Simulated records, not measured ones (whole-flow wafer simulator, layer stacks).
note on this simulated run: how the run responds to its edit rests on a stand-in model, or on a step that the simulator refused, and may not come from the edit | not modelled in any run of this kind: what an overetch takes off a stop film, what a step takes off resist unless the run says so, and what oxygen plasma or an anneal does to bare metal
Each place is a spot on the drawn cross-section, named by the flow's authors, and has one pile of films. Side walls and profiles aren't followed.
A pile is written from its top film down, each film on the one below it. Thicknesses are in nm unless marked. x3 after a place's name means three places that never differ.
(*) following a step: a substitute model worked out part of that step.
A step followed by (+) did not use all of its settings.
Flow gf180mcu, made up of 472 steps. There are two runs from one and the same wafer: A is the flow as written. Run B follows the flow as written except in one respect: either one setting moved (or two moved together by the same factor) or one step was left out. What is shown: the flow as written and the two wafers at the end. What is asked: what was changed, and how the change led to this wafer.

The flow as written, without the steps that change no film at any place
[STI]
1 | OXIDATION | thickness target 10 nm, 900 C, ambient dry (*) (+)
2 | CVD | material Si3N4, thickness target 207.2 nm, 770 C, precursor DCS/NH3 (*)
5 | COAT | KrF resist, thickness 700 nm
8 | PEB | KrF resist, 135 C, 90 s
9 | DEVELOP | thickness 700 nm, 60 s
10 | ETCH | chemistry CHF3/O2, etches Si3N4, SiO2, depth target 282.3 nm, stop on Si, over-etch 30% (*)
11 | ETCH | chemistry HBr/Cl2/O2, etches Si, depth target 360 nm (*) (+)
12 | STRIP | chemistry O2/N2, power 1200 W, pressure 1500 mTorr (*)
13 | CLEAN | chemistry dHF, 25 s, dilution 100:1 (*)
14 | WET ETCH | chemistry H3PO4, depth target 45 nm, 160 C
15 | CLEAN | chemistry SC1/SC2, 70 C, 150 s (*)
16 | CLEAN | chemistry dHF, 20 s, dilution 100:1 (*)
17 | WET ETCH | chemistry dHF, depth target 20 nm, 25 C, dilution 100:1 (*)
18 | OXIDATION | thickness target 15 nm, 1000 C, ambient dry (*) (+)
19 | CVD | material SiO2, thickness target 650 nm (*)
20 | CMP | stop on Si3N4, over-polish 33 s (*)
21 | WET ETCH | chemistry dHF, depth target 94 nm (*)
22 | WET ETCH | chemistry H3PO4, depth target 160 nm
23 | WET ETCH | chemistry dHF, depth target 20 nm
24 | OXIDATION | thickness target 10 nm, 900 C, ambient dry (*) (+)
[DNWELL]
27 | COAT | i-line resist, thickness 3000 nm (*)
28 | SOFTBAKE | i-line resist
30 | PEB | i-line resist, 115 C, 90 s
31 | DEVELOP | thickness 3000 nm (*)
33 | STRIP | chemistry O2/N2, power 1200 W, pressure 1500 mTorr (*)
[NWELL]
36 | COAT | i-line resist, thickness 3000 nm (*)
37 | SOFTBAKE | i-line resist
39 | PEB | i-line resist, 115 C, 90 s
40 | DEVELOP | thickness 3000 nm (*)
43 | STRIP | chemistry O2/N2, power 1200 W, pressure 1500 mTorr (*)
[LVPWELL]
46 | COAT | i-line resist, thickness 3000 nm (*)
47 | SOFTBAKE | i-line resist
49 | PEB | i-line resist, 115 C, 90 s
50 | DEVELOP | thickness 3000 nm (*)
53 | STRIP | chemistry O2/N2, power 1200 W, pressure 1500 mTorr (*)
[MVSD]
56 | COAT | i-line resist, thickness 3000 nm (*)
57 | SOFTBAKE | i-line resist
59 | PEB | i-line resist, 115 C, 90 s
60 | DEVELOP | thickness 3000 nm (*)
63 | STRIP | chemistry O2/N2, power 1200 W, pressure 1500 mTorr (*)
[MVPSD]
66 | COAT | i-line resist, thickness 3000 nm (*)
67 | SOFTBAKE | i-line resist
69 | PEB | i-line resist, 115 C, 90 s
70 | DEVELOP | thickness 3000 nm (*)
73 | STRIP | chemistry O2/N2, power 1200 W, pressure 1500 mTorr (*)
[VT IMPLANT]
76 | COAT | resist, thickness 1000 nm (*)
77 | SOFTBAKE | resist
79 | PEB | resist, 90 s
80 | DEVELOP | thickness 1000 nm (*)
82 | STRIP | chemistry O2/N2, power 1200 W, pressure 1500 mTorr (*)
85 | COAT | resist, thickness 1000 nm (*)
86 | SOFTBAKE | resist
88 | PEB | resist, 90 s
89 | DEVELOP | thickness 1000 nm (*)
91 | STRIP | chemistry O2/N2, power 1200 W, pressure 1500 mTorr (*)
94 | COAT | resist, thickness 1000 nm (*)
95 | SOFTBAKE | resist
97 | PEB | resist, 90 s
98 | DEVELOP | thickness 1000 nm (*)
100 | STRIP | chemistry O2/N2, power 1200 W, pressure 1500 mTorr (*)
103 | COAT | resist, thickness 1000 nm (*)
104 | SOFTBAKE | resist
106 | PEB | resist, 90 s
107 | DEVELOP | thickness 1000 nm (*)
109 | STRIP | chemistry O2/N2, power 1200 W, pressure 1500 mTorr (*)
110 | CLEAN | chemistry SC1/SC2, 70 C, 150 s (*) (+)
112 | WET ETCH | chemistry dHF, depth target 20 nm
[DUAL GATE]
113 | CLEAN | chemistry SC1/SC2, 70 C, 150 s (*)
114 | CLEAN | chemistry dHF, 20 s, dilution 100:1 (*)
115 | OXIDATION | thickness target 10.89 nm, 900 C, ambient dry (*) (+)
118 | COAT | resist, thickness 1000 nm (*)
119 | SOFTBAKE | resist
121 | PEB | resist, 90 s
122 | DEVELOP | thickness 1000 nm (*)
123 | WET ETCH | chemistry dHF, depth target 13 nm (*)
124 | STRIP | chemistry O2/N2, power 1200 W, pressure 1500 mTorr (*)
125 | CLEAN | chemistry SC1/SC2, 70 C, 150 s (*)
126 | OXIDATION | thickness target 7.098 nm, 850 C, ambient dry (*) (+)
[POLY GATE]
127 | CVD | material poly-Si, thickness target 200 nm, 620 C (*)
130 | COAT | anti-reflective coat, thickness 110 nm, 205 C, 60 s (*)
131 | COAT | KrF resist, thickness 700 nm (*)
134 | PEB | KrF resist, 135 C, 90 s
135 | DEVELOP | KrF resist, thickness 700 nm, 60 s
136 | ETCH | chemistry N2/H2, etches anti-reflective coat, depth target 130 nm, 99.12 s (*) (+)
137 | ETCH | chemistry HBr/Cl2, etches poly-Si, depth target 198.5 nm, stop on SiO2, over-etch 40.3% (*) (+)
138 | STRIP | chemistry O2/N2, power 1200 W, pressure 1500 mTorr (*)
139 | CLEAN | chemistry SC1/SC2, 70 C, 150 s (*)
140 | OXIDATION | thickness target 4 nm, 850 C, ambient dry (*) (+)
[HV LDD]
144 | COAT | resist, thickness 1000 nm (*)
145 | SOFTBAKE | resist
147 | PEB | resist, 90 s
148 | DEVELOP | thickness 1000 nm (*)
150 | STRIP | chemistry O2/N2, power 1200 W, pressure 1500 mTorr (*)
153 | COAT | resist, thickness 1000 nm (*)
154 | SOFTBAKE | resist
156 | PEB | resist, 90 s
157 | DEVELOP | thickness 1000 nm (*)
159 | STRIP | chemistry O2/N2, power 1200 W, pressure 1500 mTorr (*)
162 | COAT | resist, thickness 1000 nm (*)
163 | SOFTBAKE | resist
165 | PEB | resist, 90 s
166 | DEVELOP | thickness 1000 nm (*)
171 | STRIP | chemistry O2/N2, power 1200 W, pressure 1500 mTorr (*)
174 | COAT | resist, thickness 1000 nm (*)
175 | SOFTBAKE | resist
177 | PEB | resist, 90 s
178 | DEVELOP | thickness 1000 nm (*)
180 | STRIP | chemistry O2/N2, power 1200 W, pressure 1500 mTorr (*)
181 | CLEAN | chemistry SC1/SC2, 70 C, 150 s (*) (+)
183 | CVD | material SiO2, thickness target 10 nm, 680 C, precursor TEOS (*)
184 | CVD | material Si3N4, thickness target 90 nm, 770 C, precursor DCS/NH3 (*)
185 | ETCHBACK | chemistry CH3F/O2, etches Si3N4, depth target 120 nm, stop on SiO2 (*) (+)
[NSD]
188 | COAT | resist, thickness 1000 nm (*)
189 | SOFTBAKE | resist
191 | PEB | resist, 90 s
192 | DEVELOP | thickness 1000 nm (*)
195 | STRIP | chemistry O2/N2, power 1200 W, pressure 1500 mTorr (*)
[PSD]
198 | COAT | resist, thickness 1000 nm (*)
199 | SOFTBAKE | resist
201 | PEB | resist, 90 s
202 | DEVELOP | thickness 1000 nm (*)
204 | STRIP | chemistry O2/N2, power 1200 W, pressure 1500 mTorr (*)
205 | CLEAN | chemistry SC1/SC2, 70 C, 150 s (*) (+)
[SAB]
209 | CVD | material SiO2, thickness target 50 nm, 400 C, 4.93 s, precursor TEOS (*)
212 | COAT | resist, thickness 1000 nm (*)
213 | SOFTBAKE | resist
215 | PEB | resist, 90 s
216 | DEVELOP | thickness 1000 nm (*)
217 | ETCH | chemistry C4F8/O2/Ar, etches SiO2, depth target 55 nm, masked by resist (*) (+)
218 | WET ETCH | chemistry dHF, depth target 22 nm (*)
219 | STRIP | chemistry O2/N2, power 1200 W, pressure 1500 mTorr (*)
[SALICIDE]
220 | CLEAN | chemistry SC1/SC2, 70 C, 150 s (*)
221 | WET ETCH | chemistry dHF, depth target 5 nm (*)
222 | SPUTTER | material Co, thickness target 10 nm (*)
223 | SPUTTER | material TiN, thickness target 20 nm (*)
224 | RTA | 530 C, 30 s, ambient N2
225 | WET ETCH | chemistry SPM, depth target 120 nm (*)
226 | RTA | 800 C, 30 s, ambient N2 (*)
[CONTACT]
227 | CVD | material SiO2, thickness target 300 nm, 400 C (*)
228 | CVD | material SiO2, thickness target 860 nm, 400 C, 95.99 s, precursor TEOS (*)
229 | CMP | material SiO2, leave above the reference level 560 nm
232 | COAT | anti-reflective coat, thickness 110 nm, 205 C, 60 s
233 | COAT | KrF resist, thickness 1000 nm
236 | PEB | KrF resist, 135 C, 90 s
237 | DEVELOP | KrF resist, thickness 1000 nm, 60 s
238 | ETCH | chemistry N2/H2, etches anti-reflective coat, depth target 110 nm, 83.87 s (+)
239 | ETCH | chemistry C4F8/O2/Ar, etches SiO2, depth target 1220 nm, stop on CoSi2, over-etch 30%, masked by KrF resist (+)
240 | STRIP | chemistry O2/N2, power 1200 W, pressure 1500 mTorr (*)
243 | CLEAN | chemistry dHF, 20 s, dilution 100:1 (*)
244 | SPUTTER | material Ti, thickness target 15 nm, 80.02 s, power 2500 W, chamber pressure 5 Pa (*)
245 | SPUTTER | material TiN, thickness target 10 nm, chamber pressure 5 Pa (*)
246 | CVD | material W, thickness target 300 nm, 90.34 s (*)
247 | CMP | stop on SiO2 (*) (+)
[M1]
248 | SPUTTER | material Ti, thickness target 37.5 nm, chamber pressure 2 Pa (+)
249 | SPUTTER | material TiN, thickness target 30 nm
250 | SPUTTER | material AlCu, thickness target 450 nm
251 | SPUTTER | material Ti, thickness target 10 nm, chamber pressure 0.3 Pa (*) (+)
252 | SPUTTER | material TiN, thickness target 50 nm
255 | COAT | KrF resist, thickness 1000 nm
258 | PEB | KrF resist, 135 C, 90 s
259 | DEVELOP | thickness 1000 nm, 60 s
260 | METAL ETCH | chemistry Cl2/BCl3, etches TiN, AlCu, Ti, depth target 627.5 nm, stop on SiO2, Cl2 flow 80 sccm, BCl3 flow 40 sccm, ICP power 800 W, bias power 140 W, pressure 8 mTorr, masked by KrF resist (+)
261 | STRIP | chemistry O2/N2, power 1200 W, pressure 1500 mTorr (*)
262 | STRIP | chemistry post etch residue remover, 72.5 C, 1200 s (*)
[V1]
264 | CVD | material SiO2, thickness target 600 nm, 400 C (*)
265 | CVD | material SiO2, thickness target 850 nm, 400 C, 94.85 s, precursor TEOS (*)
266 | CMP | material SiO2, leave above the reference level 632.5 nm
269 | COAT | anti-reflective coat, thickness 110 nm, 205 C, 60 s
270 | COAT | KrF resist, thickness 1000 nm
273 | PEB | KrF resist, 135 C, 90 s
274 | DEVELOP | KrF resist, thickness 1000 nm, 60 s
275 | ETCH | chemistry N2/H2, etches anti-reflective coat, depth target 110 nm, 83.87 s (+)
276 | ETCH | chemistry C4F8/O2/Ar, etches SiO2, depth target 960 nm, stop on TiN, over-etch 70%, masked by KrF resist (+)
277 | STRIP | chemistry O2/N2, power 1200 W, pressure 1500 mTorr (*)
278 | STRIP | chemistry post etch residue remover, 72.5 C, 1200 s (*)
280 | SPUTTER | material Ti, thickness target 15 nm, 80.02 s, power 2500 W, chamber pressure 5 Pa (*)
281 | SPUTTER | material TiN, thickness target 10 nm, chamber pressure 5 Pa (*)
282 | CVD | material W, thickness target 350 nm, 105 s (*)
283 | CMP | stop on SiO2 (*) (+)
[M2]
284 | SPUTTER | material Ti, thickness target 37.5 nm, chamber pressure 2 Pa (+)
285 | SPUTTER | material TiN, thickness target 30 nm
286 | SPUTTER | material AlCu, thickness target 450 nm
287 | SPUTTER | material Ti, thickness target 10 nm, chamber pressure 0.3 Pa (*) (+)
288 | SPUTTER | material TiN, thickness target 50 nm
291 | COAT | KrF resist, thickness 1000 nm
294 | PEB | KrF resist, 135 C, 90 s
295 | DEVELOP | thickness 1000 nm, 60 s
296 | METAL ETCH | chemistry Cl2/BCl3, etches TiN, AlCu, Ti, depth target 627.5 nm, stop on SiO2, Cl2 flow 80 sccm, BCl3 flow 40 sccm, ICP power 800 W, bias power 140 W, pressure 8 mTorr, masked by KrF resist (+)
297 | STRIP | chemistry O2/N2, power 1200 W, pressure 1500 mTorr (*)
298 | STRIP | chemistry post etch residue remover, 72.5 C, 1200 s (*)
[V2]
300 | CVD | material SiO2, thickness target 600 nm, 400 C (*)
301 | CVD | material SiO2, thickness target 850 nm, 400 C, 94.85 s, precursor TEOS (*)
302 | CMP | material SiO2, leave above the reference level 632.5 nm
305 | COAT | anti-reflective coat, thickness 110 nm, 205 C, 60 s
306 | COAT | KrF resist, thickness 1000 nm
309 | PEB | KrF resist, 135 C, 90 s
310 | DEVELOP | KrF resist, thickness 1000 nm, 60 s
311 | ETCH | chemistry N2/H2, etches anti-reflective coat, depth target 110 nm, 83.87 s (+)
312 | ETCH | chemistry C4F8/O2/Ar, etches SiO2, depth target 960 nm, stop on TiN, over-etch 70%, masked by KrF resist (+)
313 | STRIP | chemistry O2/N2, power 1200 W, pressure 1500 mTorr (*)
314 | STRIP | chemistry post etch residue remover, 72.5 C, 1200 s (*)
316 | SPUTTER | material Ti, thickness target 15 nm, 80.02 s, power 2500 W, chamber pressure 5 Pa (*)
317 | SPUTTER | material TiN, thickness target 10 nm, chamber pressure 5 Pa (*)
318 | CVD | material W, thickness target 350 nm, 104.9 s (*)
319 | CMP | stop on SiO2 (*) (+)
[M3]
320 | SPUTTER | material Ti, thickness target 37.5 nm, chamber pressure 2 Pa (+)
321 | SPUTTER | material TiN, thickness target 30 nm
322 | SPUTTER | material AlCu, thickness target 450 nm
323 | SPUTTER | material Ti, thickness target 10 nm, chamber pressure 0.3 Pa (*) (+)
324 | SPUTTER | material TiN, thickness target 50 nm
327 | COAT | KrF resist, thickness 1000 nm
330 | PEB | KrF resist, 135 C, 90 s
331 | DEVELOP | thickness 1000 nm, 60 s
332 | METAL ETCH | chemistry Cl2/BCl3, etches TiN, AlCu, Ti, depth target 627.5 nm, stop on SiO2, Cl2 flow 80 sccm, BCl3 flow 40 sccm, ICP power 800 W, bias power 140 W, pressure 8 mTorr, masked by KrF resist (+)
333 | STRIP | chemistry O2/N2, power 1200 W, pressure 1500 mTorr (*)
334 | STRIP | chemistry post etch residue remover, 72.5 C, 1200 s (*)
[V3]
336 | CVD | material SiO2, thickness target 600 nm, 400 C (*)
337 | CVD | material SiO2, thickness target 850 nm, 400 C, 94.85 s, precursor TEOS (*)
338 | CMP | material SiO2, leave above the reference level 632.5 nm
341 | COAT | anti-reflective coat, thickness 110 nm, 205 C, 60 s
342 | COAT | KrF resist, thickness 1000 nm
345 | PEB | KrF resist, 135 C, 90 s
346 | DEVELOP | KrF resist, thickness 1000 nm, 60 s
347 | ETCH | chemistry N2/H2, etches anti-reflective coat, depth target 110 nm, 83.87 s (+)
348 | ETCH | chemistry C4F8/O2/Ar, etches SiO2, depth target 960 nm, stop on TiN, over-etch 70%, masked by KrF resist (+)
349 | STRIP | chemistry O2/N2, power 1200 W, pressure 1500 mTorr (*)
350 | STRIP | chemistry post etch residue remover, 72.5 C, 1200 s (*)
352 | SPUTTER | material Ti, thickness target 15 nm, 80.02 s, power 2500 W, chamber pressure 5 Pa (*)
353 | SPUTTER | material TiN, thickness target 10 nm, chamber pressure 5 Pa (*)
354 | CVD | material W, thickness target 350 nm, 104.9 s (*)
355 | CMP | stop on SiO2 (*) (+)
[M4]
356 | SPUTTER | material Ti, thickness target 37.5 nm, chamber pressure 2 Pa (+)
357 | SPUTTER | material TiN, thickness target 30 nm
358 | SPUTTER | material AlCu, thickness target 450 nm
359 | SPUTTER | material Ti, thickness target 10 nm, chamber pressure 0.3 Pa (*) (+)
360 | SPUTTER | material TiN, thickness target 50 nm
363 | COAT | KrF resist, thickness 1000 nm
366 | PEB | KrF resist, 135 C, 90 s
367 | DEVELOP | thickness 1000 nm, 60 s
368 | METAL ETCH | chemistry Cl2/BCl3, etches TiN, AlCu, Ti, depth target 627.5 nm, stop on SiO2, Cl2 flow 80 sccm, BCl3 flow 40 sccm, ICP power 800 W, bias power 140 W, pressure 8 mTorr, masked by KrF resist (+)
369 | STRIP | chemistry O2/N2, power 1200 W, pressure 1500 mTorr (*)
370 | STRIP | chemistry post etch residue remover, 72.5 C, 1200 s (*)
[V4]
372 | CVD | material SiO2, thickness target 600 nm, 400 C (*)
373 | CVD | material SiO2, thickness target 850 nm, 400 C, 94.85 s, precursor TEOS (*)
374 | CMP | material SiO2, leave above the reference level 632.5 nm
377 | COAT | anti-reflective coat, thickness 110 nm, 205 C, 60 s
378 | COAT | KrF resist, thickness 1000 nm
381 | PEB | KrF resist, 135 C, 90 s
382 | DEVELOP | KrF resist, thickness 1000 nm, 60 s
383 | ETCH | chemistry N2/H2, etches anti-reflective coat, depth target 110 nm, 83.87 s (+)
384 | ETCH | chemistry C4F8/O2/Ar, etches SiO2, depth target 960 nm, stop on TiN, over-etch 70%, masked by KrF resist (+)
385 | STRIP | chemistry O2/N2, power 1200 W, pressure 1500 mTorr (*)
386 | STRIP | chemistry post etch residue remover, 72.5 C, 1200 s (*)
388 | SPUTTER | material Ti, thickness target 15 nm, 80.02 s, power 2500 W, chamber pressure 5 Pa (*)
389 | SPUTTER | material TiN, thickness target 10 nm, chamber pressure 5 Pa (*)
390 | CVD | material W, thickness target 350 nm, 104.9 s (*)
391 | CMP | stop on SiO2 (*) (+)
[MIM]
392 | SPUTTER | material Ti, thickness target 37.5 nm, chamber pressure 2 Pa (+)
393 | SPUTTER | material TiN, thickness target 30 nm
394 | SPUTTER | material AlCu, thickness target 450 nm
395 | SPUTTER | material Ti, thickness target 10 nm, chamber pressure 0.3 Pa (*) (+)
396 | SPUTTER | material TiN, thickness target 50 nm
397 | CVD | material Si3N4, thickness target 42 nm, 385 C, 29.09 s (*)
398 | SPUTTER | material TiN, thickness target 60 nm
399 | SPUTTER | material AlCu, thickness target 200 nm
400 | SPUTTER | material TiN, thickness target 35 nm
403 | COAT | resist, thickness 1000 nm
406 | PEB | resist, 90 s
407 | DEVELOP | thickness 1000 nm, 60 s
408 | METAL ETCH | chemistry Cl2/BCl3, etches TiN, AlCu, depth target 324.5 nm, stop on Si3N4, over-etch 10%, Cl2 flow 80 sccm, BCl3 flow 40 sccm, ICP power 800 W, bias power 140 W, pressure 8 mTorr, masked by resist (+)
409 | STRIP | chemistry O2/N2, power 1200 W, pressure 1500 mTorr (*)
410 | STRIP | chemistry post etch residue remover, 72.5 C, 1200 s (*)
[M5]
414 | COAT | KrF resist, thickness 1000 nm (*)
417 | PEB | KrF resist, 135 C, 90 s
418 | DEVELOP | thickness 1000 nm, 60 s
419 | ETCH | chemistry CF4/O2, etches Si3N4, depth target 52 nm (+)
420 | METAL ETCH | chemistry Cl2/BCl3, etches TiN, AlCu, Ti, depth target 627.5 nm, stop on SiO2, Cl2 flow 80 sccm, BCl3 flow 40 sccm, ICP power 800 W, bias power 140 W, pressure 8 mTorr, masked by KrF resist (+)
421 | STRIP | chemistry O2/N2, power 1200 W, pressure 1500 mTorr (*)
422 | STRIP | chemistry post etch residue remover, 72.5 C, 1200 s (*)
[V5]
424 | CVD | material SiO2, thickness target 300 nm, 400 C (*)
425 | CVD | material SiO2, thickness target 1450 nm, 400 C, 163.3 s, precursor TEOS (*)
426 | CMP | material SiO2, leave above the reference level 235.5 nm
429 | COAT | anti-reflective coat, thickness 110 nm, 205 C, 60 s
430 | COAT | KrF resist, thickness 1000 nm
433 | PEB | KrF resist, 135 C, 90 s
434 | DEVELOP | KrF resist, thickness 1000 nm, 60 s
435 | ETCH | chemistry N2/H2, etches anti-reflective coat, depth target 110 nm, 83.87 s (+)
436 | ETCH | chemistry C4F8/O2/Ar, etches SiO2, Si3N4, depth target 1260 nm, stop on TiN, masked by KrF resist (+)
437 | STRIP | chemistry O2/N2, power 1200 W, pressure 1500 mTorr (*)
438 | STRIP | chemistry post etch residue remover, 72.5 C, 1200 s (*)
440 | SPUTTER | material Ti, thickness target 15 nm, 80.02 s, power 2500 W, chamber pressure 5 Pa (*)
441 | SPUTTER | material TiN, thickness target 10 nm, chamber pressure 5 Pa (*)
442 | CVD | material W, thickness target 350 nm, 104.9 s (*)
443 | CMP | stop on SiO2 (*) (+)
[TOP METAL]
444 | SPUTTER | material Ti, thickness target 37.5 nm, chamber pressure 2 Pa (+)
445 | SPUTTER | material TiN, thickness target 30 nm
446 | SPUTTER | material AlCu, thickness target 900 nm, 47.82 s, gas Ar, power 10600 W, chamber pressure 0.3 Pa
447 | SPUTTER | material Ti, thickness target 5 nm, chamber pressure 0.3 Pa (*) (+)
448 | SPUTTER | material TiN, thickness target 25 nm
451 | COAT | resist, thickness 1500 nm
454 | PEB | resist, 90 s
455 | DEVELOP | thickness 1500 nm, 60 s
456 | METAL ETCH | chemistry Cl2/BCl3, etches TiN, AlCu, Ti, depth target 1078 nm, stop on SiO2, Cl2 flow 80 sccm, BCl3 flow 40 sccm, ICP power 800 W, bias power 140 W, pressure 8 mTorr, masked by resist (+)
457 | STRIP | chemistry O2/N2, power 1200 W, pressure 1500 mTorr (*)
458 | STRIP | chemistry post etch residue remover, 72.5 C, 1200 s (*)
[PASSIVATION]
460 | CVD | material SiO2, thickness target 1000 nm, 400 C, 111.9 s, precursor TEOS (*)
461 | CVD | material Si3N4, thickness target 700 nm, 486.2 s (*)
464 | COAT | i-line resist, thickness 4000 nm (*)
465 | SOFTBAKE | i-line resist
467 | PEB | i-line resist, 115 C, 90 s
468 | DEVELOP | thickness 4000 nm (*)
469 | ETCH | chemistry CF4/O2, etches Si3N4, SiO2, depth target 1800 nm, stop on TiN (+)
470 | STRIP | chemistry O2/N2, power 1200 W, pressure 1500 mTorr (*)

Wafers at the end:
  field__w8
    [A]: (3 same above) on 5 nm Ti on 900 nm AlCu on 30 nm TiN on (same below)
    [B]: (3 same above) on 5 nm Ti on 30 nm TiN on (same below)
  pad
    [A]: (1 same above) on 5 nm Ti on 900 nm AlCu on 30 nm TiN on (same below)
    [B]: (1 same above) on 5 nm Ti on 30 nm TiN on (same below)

What caused this: step 446, SPUTTER: material AlCu, thickness target 900 nm, 47.82 s, gas Ar, power 10600 W, chamber pressure 0.3 Pa, was omitted.

Step by step, how the change led to this:
  456 | METAL ETCH | chemistry Cl2/BCl3, etches TiN, AlCu, Ti, depth target 1078 nm, stop on SiO2, Cl2 flow 80 sccm, BCl3 flow 40 sccm, ICP power 800 W, bias power 140 W, pressure 8 mTorr, masked by resist (+)
      field, field__w1, field__w2 and 103 more: A TiN loses 25 (all of it), Ti loses 5 (all of it), AlCu loses 900 (all of it), TiN loses 30 (all of it), Ti loses 37.5 (all of it) | B TiN loses 25 (all of it), Ti loses 5 (all of it), TiN loses 30 (all of it), Ti loses 37.5 (all of it)
      field__w8, contact, m1, m1__w1, pad, m1_nw: A resist loses 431 | B resist loses 58.5
  457 | STRIP | chemistry O2/N2, power 1200 W, pressure 1500 mTorr (*)
      field__w8, contact, m1, m1__w1, pad, m1_nw: A resist loses 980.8 (all of it) | B resist loses 1353.3 (all of it)
  464 | COAT | i-line resist, thickness 4000 nm (*)
      field: A i-line resist gains 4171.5 (new film) | B i-line resist gains 4009.9 (new film)
      field__w8: A i-line resist gains 3093.1 (new film) | B i-line resist gains 3909.5 (new film)
      (also at 14 further places)
  465 | SOFTBAKE | i-line resist
      field__w10: A i-line resist gains 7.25 | B i-line resist loses 0.18
      active: A i-line resist gains 3.97 | B i-line resist loses 0.35
      (also at 66 further places)
  467 | PEB | i-line resist, 115 C, 90 s
      field__w8, m1__w1: A i-line resist loses 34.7 | B i-line resist loses 50.3
      contact, m1: A i-line resist loses 35.1 | B i-line resist loses 50.3
      (also at 2 further places)
  468 | DEVELOP | thickness 4000 nm (*)
      pad: A i-line resist loses 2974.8 (all of it) | B i-line resist loses 3853.1 (all of it)
  470 | STRIP | chemistry O2/N2, power 1200 W, pressure 1500 mTorr (*)
      field__w8, m1__w1: A i-line resist loses 1787.7 (all of it) | B i-line resist loses 2654.5 (all of it)
      contact: A i-line resist loses 1811.2 (all of it) | B i-line resist loses 2655 (all of it)
      (also at 2 further places)
